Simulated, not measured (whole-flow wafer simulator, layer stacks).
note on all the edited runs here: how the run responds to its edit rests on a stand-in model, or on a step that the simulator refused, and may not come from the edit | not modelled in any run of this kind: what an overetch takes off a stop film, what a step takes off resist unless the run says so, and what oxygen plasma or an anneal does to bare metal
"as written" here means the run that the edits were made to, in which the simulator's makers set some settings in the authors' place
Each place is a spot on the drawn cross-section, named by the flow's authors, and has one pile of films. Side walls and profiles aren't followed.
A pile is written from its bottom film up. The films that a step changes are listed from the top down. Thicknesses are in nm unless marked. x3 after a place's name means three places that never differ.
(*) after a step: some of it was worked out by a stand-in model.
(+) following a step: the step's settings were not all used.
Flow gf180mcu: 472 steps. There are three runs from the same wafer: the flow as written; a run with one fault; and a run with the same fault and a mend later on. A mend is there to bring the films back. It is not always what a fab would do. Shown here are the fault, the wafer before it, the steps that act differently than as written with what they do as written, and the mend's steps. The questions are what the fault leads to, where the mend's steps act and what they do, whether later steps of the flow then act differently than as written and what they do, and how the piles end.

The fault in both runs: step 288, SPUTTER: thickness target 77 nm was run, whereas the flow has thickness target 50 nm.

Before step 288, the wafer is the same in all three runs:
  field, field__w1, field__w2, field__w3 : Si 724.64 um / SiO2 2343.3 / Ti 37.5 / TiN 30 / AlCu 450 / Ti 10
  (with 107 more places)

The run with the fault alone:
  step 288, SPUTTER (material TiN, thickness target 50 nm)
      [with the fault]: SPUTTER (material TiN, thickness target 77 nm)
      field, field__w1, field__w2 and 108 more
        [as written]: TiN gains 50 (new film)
        [with the fault]: TiN gains 77 (new film)
  Steps further on in the flow that do not act as written (3 more steps, not shown, differ only slightly: by at most 2% or 0.5 nm, whichever is larger):
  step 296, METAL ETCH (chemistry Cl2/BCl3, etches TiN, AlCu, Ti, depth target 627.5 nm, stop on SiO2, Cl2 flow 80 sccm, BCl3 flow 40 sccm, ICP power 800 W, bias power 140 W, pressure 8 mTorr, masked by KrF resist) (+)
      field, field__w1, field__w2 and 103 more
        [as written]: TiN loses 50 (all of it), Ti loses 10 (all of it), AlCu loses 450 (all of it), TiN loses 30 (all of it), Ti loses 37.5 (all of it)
        [with the fault]: TiN loses 77 (all of it), Ti loses 10 (all of it), AlCu loses 450 (all of it), TiN loses 30 (all of it), Ti loses 37.5 (all of it)
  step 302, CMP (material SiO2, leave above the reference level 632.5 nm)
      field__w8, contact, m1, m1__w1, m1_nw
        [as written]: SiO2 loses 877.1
        [with the fault]: SiO2 loses 904.1
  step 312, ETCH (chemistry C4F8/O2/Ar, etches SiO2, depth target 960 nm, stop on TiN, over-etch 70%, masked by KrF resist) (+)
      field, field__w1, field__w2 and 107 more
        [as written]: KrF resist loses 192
        [with the fault]: KrF resist loses 185.5
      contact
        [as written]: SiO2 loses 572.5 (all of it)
        [with the fault]: SiO2 loses 545.5 (all of it)
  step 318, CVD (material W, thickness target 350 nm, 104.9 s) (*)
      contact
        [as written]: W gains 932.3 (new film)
        [with the fault]: W gains 905 (new film)
  The piles end different from the flow's at field__w8, contact, m1, m1__w1, m1_nw by more than 2% or 0.5 nm, whichever is larger.
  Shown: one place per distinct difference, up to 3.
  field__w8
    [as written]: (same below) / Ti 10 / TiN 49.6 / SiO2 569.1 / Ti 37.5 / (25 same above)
    [with the fault]: (same below) / Ti 10 / TiN 76.6 / SiO2 542.1 / Ti 37.5 / (25 same above)
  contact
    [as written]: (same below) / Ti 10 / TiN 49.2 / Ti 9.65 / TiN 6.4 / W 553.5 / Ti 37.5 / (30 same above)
    [with the fault]: (same below) / Ti 10 / TiN 76.2 / Ti 9.81 / TiN 6.51 / W 526.2 / Ti 37.5 / (30 same above)

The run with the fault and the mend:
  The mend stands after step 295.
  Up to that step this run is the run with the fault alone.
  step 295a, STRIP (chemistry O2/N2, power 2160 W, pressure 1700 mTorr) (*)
      field__w8, contact, m1, m1__w1, m1_nw
        KrF resist loses 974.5 (all of it)
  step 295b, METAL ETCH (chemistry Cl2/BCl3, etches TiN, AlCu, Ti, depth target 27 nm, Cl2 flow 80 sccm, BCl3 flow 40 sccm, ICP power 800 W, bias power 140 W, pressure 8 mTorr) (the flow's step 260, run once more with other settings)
      field, field__w1, field__w2 and 108 more
        TiN loses 27
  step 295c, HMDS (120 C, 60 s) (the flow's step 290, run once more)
      alters no film at any place that is followed
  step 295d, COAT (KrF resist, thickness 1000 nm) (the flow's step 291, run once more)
      field, field__w1, field__w2 and 108 more
        KrF resist gains 1000 (new film)
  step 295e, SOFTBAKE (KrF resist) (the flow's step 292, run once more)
      alters no film at any place that is followed
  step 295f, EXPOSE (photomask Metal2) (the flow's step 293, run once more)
      alters no film at any place that is followed
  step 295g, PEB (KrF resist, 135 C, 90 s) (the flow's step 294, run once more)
      field, field__w1, field__w2 and 108 more
        KrF resist loses 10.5
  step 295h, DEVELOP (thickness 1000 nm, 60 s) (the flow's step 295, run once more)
      field, field__w1, field__w2 and 103 more
        KrF resist loses 989.5 (all of it)
      field__w8, contact, m1, m1__w1, m1_nw
        KrF resist loses 14.9
  Every later step of the flow that is run acts as written at every place that is followed.
  By the end, the piles equal the flow's at every place that both follow.
